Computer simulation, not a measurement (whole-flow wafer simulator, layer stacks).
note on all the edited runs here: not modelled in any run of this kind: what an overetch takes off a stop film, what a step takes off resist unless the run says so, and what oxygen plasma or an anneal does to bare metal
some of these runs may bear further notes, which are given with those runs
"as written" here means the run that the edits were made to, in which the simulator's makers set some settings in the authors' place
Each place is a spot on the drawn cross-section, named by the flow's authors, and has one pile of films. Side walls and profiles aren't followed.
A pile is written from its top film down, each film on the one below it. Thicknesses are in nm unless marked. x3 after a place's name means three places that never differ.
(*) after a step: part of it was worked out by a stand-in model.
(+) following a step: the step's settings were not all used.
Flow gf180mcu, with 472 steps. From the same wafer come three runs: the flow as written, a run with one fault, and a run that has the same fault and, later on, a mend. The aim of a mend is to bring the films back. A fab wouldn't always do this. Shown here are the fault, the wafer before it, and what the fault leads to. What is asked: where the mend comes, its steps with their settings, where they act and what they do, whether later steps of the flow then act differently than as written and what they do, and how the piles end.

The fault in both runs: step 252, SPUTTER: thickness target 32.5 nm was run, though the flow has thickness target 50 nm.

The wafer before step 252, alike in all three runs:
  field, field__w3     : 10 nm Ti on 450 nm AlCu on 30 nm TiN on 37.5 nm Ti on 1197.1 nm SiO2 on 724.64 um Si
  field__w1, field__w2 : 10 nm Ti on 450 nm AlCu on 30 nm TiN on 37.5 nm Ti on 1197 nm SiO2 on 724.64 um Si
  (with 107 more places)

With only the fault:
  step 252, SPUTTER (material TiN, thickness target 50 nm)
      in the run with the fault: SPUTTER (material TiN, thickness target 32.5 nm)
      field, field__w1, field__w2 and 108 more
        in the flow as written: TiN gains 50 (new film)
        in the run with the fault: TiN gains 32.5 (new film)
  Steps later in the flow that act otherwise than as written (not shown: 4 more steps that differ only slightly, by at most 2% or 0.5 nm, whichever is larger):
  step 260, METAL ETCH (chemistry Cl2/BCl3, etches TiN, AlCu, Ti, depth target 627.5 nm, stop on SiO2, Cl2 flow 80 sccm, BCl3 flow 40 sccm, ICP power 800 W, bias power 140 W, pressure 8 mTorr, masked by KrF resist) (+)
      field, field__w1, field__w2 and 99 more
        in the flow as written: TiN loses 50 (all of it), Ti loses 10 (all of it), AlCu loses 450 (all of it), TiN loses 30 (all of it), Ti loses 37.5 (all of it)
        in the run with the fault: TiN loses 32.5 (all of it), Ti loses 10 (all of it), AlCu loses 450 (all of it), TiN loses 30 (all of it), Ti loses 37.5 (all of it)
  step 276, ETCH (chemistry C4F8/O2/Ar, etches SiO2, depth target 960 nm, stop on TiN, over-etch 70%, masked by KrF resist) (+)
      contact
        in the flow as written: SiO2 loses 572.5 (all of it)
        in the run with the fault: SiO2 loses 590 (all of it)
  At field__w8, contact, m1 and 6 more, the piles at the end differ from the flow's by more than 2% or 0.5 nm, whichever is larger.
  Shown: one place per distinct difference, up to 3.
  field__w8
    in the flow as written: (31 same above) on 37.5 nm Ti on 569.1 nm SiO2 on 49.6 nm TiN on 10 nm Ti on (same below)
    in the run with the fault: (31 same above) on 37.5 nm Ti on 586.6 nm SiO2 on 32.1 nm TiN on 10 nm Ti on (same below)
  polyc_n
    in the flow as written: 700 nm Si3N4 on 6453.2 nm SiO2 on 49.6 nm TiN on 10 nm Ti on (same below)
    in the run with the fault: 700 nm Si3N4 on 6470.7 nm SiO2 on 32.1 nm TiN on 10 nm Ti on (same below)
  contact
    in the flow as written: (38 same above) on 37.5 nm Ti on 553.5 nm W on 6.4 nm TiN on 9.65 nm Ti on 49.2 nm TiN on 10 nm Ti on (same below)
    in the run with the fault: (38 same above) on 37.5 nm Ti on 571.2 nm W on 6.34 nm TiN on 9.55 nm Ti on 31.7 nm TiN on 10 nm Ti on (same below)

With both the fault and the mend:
  After step 259 comes the mend.
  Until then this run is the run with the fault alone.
  step 259a, STRIP (chemistry O2/N2, power 2160 W, pressure 1700 mTorr) (*)
      field__w8, contact, m1 and 6 more
        KrF resist loses 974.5 (all of it)
  step 259b, SPUTTER (material TiN, thickness target 17.5 nm) (the flow's step 252, run once more with other settings)
      field, field__w1, field__w2 and 108 more
        TiN gains 17.5
  step 259c, HMDS (120 C, 60 s) (the flow's step 254, run once more)
      alters no film at any place that is followed
  step 259d, COAT (KrF resist, thickness 1000 nm) (the flow's step 255, run once more)
      field, field__w1, field__w2 and 108 more
        KrF resist gains 1000 (new film)
  step 259e, SOFTBAKE (KrF resist) (the flow's step 256, run once more)
      alters no film at any place that is followed
  step 259f, EXPOSE (photomask Metal1) (the flow's step 257, run once more)
      alters no film at any place that is followed
  step 259g, PEB (KrF resist, 135 C, 90 s) (the flow's step 258, run once more)
      field, field__w1, field__w2 and 108 more
        KrF resist loses 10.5
  step 259h, DEVELOP (thickness 1000 nm, 60 s) (the flow's step 259, run once more)
      field, field__w1, field__w2 and 99 more
        KrF resist loses 989.5 (all of it)
      field__w8, contact, m1 and 6 more
        KrF resist loses 14.9
  Every later step of the flow that is run acts as written at every place that is followed.
  At every place that both follow, the piles at the end match the flow's.
